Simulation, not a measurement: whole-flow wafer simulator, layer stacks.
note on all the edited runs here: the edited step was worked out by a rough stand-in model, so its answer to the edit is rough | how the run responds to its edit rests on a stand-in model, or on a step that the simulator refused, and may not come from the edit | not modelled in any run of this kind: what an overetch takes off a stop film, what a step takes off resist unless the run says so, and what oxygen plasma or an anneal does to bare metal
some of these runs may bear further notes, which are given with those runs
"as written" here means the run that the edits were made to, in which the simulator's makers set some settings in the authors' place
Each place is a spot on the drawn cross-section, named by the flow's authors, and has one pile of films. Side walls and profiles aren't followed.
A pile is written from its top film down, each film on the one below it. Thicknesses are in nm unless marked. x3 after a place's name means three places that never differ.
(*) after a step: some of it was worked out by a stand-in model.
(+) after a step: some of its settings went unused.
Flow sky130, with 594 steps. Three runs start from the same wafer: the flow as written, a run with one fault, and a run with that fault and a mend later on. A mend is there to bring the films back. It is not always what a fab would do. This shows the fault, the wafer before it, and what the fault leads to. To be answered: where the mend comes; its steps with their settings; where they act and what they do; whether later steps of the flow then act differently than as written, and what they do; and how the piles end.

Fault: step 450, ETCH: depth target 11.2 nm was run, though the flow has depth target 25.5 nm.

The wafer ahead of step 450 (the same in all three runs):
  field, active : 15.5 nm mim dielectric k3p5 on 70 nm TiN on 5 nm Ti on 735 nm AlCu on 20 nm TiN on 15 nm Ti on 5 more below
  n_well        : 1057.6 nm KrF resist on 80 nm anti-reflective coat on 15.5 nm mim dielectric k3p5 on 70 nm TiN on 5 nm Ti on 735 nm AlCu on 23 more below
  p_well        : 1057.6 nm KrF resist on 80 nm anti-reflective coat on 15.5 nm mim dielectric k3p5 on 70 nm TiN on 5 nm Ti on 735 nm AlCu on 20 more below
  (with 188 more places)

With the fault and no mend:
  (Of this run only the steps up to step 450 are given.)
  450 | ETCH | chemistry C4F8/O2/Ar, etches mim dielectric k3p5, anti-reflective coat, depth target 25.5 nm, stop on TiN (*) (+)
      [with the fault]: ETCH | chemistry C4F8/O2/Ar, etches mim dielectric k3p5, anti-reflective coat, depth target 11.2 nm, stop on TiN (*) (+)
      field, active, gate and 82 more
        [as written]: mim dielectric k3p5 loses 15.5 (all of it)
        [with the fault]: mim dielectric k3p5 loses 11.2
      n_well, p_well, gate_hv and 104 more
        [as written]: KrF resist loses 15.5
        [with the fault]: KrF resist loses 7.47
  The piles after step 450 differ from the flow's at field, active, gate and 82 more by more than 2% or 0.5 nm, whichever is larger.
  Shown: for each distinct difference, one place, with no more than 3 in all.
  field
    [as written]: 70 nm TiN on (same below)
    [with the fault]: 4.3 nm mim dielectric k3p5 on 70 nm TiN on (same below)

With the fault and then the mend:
  The mend stands after step 450.
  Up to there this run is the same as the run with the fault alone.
  450a | ETCH | chemistry C4F8/O2/Ar, etches mim dielectric k3p5, anti-reflective coat, depth target 14.3 nm, stop on TiN (*) (+) (the flow's step 450 again, with other settings)
      n_well, p_well, gate_hv and 104 more
        KrF resist loses 4.3
      field, active, gate and 82 more
        mim dielectric k3p5 loses 4.3 (all of it)
  Every later step of the flow that is run acts as written, at every place that is followed, to within 2% or 0.5 nm, whichever is larger.
  By the end, the piles equal the flow's at every place that both follow.
